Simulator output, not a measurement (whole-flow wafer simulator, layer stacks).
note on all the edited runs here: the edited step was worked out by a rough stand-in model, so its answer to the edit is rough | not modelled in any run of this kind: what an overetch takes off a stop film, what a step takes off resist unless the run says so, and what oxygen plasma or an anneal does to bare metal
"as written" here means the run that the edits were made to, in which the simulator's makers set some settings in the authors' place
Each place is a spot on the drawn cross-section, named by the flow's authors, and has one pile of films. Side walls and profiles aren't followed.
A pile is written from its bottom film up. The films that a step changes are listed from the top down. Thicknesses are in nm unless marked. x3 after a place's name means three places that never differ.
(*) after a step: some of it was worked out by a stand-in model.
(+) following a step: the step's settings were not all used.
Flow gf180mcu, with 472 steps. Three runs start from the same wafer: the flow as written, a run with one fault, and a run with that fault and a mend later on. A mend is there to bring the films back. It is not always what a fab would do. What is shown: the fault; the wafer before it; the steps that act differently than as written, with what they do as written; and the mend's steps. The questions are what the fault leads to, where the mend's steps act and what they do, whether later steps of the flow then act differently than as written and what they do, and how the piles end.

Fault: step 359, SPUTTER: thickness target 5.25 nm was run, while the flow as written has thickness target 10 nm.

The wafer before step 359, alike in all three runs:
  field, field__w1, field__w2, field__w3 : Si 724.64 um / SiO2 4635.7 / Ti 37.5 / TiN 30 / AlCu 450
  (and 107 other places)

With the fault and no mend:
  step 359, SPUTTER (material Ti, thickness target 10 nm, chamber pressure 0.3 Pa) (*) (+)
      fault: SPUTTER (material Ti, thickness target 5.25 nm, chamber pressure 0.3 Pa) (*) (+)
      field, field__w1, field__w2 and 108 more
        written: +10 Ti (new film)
        fault: +5.25 Ti (new film)
  Later steps of the flow acting differently than as written (5 other steps are not shown; they differ only slightly, by no more than 2% or 0.5 nm, whichever is larger):
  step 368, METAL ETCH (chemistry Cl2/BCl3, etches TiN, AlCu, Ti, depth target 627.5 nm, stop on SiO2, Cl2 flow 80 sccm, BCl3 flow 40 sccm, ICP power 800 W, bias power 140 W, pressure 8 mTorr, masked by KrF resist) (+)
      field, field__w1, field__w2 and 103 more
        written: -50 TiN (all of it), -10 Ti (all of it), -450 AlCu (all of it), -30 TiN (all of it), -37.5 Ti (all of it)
        fault: -50 TiN (all of it), -5.25 Ti (all of it), -450 AlCu (all of it), -30 TiN (all of it), -37.5 Ti (all of it)
  By the end, the piles at field__w8, contact, m1, m1__w1, m1_nw depart from the flow's by more than 2% or 0.5 nm, whichever is larger.
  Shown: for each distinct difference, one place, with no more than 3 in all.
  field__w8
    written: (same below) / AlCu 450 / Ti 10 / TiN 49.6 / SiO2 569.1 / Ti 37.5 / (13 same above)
    fault: (same below) / AlCu 450 / Ti 5.25 / TiN 49.6 / SiO2 573.9 / Ti 37.5 / (13 same above)
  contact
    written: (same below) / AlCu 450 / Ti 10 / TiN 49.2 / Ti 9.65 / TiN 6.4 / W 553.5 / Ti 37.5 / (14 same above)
    fault: (same below) / AlCu 450 / Ti 5.25 / TiN 49.2 / Ti 9.63 / TiN 6.39 / W 558.3 / Ti 37.5 / (14 same above)

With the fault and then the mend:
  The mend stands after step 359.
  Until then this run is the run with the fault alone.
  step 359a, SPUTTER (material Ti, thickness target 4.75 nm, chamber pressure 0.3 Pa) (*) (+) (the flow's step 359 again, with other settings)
      field, field__w1, field__w2 and 108 more
        +4.75 Ti
  Later steps of the flow that are run all act as written at every place that is followed.
  At every place that both follow, the piles at the end match the flow's.
